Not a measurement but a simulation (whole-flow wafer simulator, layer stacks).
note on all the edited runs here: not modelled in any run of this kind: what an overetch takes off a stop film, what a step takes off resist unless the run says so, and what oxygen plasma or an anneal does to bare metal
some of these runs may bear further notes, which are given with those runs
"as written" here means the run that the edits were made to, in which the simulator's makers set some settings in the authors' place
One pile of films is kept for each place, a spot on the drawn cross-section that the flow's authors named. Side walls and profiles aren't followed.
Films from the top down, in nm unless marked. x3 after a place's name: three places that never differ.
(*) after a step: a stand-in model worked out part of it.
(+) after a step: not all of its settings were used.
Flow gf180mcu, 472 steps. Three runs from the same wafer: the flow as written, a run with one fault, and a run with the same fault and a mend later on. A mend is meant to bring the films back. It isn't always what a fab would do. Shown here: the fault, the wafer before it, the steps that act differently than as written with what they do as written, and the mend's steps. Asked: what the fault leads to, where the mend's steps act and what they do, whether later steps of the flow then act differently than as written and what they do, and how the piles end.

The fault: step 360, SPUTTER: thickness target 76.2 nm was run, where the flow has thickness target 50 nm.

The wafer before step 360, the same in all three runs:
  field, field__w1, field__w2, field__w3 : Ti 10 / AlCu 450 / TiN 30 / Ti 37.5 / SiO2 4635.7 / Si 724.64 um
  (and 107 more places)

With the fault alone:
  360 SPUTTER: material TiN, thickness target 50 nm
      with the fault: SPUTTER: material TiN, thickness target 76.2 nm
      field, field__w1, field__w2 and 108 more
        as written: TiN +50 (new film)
        with the fault: TiN +76.2 (new film)
  Later steps of the flow that act differently than as written (3 more steps differ only slightly, by at most 2% or 0.5 nm, whichever is larger, and aren't shown):
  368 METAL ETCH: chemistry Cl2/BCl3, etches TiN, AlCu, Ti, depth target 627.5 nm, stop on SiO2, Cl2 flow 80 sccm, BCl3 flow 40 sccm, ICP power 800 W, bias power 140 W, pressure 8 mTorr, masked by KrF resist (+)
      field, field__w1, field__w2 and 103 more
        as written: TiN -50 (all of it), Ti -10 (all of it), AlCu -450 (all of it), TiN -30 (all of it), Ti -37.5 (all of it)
        with the fault: TiN -76.2 (all of it), Ti -10 (all of it), AlCu -450 (all of it), TiN -30 (all of it), Ti -37.5 (all of it)
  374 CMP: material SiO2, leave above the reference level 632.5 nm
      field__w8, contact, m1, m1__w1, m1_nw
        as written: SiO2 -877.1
        with the fault: SiO2 -903.3
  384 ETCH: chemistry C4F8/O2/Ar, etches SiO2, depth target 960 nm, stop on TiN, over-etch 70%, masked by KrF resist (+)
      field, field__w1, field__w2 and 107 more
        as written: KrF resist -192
        with the fault: KrF resist -185.7
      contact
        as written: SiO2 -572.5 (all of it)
        with the fault: SiO2 -546.3 (all of it)
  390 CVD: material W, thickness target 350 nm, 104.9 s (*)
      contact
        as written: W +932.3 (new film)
        with the fault: W +905.8 (new film)
  At the end the piles differ from the flow's by more than 2% or 0.5 nm, whichever is larger, at field__w8, contact, m1, m1__w1, m1_nw.
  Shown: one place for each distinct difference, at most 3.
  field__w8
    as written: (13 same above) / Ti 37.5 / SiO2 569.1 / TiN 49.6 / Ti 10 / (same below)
    with the fault: (13 same above) / Ti 37.5 / SiO2 542.9 / TiN 75.8 / Ti 10 / (same below)
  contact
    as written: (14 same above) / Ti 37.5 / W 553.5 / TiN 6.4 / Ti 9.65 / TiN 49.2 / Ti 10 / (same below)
    with the fault: (14 same above) / Ti 37.5 / W 527.1 / TiN 6.5 / Ti 9.8 / TiN 75.4 / Ti 10 / (same below)

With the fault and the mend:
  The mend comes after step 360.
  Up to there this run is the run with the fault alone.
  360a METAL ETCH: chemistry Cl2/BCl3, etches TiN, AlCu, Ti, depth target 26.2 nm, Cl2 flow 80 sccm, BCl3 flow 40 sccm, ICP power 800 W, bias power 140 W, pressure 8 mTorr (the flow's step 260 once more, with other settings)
      field, field__w1, field__w2 and 108 more
        TiN -26.2
  No later step of the flow acts differently than as written at any place that is followed.
  At the end the piles are the same as the flow's at every place that both follow.
